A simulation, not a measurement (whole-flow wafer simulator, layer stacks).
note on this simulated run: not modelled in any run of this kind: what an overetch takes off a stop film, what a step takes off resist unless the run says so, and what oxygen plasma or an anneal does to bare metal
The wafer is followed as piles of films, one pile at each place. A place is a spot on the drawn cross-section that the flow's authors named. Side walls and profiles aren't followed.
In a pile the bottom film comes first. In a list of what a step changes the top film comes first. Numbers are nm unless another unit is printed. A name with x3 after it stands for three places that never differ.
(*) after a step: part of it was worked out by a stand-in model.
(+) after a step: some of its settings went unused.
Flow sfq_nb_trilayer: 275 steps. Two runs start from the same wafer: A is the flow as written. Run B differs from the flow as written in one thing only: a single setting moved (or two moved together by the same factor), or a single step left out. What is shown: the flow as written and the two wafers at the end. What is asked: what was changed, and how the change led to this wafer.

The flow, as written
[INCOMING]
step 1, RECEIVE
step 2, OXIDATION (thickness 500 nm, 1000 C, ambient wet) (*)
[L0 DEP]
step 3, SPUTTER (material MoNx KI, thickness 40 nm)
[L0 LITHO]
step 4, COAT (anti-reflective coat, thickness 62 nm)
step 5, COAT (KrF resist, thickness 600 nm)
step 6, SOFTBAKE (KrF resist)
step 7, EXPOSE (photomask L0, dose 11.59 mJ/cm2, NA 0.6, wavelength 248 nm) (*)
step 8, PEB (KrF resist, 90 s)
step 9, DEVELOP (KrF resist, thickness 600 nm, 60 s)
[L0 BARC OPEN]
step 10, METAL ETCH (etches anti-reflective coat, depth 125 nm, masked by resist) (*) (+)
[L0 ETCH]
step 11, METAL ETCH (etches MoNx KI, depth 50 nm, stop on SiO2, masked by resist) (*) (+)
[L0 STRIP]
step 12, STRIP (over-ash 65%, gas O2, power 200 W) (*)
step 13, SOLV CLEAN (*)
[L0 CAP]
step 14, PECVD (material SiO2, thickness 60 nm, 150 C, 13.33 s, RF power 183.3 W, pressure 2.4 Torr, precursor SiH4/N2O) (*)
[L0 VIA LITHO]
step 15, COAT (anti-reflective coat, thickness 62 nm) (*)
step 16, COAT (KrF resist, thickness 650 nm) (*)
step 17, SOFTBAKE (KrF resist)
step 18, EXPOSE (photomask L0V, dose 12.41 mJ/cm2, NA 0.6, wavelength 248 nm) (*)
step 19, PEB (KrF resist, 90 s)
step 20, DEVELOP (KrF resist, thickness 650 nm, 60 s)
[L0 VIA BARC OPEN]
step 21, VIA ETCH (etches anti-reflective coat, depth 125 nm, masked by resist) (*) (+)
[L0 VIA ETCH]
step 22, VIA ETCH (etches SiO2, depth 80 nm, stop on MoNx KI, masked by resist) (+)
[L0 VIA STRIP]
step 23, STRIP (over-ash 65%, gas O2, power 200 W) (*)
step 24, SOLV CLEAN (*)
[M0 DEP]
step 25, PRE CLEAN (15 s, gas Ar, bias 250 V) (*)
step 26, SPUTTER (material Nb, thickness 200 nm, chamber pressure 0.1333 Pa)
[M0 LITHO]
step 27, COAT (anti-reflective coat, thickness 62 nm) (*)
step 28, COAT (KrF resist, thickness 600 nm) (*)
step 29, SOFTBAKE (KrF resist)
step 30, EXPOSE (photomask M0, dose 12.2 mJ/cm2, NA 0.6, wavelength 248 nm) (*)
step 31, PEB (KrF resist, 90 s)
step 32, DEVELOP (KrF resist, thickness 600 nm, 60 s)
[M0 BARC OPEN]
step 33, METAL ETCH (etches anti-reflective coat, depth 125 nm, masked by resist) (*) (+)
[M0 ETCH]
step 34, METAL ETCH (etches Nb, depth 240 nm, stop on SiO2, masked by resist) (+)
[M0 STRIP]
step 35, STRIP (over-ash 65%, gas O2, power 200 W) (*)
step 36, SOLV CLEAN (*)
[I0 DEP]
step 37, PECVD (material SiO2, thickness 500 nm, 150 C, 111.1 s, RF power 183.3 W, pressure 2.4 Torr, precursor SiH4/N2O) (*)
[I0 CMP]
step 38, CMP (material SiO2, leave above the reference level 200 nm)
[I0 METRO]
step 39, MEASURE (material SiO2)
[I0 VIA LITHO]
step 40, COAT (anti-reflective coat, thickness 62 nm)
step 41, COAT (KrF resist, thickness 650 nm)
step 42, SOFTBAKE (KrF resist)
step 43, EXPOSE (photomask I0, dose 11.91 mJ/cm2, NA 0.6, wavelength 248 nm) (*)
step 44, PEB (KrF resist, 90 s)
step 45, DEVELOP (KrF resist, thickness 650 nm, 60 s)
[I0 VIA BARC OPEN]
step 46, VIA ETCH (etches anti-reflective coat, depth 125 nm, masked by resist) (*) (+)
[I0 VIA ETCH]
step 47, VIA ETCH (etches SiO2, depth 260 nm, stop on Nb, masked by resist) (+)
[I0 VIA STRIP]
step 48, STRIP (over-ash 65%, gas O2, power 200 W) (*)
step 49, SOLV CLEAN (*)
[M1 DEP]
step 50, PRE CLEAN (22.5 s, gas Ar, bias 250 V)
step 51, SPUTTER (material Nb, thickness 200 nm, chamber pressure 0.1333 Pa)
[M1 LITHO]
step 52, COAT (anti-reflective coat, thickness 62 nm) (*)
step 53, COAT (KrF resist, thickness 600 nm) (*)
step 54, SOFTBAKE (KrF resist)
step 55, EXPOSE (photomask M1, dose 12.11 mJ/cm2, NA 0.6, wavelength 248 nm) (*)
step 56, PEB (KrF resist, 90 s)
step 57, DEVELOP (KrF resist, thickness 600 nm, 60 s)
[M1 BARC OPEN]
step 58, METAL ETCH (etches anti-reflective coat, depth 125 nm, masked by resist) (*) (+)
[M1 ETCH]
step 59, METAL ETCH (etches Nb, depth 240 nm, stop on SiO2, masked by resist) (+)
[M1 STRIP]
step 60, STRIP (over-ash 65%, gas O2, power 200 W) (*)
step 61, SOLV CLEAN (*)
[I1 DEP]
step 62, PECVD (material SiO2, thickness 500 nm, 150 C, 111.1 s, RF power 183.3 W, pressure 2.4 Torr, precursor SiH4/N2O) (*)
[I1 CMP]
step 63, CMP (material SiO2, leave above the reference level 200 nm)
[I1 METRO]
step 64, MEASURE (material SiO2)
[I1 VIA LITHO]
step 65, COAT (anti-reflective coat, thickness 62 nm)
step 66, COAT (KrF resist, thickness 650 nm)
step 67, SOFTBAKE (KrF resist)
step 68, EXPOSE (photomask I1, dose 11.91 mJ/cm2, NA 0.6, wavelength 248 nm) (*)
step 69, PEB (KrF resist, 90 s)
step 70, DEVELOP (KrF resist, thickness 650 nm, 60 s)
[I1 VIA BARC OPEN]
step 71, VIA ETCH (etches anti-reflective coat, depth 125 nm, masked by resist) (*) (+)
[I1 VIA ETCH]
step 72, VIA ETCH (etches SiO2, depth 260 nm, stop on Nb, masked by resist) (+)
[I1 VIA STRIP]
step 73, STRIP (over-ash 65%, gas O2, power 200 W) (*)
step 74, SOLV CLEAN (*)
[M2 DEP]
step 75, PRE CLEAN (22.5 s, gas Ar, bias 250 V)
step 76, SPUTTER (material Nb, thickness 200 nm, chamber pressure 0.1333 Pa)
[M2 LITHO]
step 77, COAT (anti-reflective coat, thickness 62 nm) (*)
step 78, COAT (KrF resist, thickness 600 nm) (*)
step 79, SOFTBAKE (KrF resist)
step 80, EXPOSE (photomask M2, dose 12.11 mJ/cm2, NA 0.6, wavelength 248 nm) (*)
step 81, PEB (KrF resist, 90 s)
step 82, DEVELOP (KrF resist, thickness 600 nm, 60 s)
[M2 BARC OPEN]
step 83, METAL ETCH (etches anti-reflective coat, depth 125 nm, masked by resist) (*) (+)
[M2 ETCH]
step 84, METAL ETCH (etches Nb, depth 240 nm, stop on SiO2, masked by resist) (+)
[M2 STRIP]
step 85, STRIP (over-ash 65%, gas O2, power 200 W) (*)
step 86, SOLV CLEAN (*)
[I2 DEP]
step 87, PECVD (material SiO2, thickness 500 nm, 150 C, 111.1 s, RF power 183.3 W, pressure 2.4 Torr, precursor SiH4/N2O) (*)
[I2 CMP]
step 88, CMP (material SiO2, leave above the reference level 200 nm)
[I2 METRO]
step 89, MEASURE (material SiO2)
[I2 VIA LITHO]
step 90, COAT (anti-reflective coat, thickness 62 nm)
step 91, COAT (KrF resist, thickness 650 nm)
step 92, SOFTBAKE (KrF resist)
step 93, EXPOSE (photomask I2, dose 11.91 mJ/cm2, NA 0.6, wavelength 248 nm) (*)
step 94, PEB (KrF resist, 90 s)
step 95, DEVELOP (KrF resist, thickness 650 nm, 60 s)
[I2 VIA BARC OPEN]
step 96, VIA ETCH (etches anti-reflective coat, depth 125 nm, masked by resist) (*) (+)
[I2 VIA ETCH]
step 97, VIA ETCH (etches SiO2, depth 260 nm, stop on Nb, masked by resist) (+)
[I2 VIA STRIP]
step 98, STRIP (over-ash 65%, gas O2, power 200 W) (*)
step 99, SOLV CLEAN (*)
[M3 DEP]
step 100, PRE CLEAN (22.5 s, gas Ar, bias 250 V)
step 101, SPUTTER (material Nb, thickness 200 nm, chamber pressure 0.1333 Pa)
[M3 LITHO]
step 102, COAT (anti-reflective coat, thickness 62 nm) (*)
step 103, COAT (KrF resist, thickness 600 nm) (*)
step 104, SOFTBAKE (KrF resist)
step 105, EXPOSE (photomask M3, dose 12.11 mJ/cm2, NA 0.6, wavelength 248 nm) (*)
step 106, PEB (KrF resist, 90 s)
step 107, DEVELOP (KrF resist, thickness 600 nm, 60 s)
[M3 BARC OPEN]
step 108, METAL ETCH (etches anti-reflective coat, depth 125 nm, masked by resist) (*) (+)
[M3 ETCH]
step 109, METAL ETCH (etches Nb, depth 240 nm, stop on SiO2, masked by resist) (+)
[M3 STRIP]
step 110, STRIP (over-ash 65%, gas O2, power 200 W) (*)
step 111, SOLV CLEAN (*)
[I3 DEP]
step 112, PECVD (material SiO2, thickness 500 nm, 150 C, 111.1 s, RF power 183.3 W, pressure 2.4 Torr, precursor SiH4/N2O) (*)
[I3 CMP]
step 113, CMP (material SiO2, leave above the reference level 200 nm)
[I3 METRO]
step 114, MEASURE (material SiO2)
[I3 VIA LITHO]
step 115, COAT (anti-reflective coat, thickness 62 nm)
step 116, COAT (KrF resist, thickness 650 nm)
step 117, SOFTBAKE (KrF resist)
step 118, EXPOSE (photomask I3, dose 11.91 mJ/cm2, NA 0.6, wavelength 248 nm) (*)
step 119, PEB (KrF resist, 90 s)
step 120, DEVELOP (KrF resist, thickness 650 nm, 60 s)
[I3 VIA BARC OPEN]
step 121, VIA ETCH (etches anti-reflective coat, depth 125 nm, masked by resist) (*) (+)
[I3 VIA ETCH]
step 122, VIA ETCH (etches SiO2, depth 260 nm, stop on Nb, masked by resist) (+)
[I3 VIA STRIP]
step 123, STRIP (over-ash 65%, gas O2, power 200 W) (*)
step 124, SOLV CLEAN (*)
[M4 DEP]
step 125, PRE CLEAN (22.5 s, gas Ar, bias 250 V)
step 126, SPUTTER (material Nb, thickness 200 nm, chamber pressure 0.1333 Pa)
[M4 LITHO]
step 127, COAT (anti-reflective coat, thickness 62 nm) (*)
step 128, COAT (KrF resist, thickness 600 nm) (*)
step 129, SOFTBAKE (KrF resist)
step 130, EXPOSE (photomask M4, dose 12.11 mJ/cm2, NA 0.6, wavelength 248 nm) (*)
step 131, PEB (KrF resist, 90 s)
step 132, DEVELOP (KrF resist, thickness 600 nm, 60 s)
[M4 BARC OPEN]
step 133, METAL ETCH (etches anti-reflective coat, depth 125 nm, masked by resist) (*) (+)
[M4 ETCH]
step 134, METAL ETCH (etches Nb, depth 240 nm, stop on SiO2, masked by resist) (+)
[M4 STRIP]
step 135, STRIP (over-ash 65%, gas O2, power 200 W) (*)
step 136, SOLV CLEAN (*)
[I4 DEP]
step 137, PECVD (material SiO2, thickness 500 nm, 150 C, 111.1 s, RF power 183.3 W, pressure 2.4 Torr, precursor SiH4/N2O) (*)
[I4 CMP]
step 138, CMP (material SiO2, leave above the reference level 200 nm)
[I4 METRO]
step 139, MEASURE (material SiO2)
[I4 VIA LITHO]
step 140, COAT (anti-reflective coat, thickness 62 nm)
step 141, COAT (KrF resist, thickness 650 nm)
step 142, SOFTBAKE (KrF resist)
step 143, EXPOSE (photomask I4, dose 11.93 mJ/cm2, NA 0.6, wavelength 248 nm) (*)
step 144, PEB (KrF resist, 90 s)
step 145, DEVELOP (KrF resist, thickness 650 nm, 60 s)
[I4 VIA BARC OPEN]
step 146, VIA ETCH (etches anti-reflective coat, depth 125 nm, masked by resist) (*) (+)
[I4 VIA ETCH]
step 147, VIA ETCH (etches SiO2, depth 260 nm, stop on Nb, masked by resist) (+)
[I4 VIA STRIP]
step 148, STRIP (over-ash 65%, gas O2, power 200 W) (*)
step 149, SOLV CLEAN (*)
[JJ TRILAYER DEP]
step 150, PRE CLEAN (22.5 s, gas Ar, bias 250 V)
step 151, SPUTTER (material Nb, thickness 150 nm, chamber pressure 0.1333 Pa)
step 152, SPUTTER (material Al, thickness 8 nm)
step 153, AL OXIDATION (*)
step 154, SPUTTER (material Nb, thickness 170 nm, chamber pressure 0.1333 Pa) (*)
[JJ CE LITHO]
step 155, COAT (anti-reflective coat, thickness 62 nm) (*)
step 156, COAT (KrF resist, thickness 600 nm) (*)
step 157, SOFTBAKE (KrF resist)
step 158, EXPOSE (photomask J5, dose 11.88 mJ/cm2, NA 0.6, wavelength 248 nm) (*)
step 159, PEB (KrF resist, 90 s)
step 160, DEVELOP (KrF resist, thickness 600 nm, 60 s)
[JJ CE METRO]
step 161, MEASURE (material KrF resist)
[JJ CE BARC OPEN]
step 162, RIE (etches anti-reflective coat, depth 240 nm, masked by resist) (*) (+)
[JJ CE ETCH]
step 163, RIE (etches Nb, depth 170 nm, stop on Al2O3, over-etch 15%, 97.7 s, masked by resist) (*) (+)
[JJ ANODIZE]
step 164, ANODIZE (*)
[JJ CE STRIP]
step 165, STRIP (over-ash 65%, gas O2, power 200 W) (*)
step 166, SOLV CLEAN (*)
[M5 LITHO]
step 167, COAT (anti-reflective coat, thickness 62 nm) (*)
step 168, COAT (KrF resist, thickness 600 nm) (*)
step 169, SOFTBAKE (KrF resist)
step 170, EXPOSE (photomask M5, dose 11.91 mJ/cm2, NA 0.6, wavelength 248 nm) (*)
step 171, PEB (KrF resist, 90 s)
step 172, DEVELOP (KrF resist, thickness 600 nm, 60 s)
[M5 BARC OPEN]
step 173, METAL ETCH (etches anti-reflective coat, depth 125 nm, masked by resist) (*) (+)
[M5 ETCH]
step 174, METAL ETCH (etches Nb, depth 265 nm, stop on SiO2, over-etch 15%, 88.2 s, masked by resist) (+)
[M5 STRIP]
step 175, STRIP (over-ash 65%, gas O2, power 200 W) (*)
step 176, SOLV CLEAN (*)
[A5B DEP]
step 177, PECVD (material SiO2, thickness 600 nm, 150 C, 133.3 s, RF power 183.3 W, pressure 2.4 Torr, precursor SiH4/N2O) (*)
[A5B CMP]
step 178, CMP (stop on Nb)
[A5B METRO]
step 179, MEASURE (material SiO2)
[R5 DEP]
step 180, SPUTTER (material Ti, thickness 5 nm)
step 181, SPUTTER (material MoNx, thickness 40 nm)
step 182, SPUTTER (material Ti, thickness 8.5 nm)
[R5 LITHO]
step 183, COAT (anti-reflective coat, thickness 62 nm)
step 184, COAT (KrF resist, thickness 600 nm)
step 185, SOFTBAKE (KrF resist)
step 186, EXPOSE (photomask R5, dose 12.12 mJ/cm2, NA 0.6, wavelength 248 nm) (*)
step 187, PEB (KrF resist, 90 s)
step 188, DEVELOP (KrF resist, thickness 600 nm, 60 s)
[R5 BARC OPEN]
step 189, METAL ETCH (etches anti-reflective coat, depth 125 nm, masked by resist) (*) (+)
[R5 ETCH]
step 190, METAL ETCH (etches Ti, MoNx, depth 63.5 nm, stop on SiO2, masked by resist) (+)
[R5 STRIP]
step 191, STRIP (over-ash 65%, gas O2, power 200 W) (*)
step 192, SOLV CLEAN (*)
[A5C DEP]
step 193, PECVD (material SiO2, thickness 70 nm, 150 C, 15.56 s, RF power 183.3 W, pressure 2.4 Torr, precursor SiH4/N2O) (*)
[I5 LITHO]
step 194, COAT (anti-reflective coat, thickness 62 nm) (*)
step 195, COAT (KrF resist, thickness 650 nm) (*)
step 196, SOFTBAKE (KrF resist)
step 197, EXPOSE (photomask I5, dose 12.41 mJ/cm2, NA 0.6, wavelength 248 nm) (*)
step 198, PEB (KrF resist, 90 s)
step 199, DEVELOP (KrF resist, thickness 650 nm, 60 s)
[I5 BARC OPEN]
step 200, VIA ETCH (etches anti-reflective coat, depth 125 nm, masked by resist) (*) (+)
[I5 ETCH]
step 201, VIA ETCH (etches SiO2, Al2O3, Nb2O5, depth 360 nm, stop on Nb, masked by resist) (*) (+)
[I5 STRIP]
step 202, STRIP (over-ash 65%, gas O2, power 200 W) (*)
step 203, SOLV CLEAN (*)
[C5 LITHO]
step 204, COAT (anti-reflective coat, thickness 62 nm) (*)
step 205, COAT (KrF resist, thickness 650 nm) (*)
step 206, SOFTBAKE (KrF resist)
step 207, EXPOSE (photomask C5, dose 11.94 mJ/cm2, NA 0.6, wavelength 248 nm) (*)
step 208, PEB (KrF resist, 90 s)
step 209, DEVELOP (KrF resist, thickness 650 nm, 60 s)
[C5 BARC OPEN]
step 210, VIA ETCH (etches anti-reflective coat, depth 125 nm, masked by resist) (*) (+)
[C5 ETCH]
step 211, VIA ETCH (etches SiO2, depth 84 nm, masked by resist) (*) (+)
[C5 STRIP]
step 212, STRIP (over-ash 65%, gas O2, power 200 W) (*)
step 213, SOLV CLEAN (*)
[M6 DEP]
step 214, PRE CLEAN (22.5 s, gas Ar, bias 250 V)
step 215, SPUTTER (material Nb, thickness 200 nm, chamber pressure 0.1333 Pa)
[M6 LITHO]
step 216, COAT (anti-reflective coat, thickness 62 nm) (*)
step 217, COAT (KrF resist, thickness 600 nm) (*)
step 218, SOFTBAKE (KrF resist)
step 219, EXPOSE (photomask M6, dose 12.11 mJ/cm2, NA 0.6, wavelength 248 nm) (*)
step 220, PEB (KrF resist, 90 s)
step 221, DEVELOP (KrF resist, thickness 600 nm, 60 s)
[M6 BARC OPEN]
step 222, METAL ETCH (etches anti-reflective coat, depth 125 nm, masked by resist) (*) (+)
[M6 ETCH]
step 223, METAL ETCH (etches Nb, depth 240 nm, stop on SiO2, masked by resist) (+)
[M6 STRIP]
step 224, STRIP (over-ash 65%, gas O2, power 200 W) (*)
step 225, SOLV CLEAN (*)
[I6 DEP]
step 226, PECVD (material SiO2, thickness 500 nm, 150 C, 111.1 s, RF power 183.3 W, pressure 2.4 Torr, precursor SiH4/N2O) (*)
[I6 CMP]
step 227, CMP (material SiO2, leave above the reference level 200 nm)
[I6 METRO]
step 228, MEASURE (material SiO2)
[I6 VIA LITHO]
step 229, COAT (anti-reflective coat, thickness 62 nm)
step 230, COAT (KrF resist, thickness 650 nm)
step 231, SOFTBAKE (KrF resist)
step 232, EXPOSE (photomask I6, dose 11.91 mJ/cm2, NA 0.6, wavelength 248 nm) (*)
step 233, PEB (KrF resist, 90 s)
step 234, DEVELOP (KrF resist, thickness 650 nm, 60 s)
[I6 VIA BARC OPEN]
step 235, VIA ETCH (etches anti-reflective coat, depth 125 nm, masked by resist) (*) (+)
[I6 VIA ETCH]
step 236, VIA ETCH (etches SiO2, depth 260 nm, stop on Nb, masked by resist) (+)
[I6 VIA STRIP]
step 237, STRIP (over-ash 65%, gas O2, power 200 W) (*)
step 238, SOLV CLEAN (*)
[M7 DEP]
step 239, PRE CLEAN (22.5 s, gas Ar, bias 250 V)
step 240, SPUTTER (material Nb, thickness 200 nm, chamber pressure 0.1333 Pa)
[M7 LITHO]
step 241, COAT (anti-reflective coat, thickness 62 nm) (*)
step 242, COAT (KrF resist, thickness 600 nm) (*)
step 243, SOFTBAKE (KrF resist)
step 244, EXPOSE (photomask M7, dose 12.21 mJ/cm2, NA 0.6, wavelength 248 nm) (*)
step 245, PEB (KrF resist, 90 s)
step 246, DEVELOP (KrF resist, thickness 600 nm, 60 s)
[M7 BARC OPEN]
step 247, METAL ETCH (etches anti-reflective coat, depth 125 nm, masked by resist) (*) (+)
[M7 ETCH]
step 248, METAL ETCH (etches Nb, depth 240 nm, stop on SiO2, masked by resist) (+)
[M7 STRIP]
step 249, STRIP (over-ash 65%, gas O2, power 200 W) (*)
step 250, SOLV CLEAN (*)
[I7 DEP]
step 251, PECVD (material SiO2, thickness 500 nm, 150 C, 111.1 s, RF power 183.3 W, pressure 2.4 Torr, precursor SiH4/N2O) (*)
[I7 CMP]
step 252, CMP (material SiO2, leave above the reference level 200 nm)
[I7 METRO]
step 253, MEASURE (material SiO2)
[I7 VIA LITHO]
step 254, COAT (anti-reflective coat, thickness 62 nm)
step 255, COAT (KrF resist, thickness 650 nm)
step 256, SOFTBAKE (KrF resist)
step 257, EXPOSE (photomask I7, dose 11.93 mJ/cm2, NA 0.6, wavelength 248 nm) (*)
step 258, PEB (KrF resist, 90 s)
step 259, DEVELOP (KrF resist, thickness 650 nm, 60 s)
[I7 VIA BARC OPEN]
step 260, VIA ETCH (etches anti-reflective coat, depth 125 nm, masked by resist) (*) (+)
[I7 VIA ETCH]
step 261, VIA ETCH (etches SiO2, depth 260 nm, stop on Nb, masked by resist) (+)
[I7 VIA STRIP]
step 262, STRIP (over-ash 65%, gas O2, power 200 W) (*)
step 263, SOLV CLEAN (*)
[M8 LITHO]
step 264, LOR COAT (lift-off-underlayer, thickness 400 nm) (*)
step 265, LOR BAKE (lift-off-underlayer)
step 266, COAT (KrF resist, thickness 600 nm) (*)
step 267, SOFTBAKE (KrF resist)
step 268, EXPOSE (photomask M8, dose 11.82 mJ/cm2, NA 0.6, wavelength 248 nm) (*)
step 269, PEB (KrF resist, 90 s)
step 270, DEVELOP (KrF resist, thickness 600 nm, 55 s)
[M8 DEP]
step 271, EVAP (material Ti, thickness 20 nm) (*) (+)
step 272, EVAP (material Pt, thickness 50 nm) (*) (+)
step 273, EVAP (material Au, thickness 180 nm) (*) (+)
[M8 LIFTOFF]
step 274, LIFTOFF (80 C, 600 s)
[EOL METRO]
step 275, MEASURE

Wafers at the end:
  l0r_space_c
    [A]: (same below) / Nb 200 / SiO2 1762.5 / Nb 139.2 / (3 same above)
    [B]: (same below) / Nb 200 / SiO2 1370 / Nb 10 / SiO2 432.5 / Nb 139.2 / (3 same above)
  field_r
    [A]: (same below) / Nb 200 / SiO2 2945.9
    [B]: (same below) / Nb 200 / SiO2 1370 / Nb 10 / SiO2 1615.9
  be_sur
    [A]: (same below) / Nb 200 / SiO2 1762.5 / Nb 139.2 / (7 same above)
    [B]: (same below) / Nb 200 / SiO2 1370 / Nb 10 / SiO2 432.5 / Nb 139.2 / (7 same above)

The reason: step 126, SPUTTER: thickness 250 nm was run, though the flow has thickness 200 nm.

The path from the change to this, step by step:
  step 126, SPUTTER (material Nb, thickness 200 nm, chamber pressure 0.1333 Pa)
      field_l, v_sur, via_wl and 102 more: A Nb gains 200 (new film) | B Nb gains 250 (new film)
      via_v: A Nb gains 165.5 | B Nb gains 207.5
  step 134, METAL ETCH (etches Nb, depth 240 nm, stop on SiO2, masked by resist) (+)
      field_l, be, be_sur and 64 more: A Nb loses 200 (all of it) | B Nb loses 240
  step 137, PECVD (material SiO2, thickness 500 nm, 150 C, 111.1 s, RF power 183.3 W, pressure 2.4 Torr, precursor SiH4/N2O) (*)
      field_l, be, be_sur and 55 more: A SiO2 gains 500 | B SiO2 gains 500 (new film)
      p3_s0 x6: A SiO2 gains 557.1 | B SiO2 gains 597.1 (new film)
      (as well as at 4 more places)
  step 138, CMP (material SiO2, leave above the reference level 200 nm)
      field_l, be, be_sur and 55 more: A SiO2 loses 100 | B SiO2 loses 60
      lsp_r, l0_sur, l0v: A SiO2 loses 91.9 | B SiO2 loses 50.3
      (as well as at 1 more place)
With metal films that touch counted as one body, l0r_space_c has 3 bodies (between them, from the top down: SiO2 432.5; SiO2 1370); the flow as written gives 2 bodies (between them, from the top down: SiO2 1762.5).
With metal films that touch counted as one body, field_r has 2 bodies (between them, from the top down: SiO2 1370); the flow as written gives 1 body.
With metal films that touch counted as one body, be_sur has 5 bodies (between them, from the top down: SiO2 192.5; SiO2 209 / Al2O3 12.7 / Nb2O5 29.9; SiO2 432.5; SiO2 1370); the flow as written gives 4 bodies (between them, from the top down: SiO2 192.5; SiO2 209 / Al2O3 12.7 / Nb2O5 29.9; SiO2 1762.5).
